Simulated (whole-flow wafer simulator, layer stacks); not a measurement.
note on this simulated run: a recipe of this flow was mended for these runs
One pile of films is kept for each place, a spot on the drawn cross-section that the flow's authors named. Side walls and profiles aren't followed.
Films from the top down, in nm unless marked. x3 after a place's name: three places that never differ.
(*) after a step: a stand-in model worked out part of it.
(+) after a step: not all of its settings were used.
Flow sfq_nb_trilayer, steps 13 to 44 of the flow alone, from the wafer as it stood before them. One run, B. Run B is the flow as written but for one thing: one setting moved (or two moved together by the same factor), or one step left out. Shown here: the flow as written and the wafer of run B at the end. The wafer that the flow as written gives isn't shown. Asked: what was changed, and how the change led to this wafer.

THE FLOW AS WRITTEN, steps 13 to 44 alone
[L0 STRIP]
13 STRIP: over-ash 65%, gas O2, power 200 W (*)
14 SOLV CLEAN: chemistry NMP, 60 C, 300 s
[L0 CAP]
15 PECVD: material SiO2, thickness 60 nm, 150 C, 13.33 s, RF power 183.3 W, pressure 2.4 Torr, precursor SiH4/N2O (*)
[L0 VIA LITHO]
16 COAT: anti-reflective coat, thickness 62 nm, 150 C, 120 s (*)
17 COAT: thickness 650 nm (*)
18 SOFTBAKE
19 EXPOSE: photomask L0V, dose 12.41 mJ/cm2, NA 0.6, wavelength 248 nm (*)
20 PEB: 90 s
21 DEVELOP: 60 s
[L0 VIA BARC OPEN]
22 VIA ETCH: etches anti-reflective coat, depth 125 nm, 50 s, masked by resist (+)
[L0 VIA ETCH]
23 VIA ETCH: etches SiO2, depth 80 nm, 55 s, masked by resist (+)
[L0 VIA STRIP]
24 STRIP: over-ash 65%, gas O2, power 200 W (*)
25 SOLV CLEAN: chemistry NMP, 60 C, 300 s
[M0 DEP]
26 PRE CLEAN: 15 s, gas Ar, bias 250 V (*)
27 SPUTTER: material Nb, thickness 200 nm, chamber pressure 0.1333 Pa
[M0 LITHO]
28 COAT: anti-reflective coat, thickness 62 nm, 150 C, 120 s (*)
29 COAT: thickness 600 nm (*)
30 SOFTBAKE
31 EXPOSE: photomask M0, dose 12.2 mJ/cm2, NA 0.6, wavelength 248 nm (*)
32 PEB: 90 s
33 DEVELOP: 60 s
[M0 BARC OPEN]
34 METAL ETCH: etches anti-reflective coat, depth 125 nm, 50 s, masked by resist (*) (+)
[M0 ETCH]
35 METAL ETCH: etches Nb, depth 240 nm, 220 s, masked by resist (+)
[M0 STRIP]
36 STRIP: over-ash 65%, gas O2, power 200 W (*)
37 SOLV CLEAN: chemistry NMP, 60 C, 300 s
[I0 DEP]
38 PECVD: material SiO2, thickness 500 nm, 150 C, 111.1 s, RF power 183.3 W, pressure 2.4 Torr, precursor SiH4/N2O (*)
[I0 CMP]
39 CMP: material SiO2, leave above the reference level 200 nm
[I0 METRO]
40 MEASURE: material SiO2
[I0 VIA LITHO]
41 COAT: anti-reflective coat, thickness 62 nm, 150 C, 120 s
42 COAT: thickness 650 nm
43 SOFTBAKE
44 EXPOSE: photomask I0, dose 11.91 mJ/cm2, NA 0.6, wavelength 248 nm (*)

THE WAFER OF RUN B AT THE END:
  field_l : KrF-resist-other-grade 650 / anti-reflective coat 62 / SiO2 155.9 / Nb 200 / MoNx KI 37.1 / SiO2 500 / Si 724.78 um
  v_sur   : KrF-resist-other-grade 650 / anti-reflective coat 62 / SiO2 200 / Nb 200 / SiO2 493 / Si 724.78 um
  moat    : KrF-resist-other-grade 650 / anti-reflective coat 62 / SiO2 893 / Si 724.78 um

The cause: step 15, PECVD: material SiO2, thickness 60 nm, 150 C, 13.33 s, RF power 183.3 W, pressure 2.4 Torr, precursor SiH4/N2O (*), was left out.

How the change led to this, step by step:
  16 COAT: anti-reflective coat, thickness 62 nm, 150 C, 120 s (*)
      l0r_space_c: anti-reflective coat +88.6 (new film) (as written it would be: anti-reflective coat +91 (new film))
  23 VIA ETCH: etches SiO2, depth 80 nm, 55 s, masked by resist (+)
      l0v: MoNx KI -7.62 (as written it would be: SiO2 -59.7 (all of it), MoNx KI -2.03)
  24 STRIP: over-ash 65%, gas O2, power 200 W (*)
      l0r_space_c: KrF-resist-other-grade -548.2 (all of it), anti-reflective coat -88.6 (all of it) (as written it would be: KrF-resist-other-grade -547.1 (all of it), anti-reflective coat -91 (all of it))
  26 PRE CLEAN: 15 s, gas Ar, bias 250 V (*)
      field_l, l0_sur, l0r_line_l, l0r_line_c, l0r_line_r: MoNx KI -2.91 (as written it would be: SiO2 -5)
  27 SPUTTER: material Nb, thickness 200 nm, chamber pressure 0.1333 Pa
      l0v: Nb +200 (new film) (as written it would be: Nb +195.4 (new film))
  28 COAT: anti-reflective coat, thickness 62 nm, 150 C, 120 s (*)
      lsp_m: anti-reflective coat +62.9 (new film) (as written it would be: anti-reflective coat +64.2 (new film))
      ln_m6: anti-reflective coat +65.2 (new film) (as written it would be: anti-reflective coat +67.9 (new film))
      (and at 3 more places)
  29 COAT: thickness 600 nm (*)
      l0v: KrF-resist-other-grade +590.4 (new film) (as written it would be: KrF-resist-other-grade +609.5 (new film))
  36 STRIP: over-ash 65%, gas O2, power 200 W (*)
      lsp_m: KrF-resist-other-grade -374 (all of it), anti-reflective coat -62.9 (all of it) (as written it would be: KrF-resist-other-grade -371.9 (all of it), anti-reflective coat -64.2 (all of it))
      ln_m6: KrF-resist-other-grade -374.3 (all of it), anti-reflective coat -65.2 (all of it) (as written it would be: KrF-resist-other-grade -369.9 (all of it), anti-reflective coat -67.9 (all of it))
      (and at 3 more places)
  39 CMP: material SiO2, leave above the reference level 200 nm
      l0v: SiO2 -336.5 (as written it would be: SiO2 -277.4)
Counting metal films that touch as one body, field_l has 1 body; the flow as written gives 2 bodies (between them, from the top down: SiO2 55).
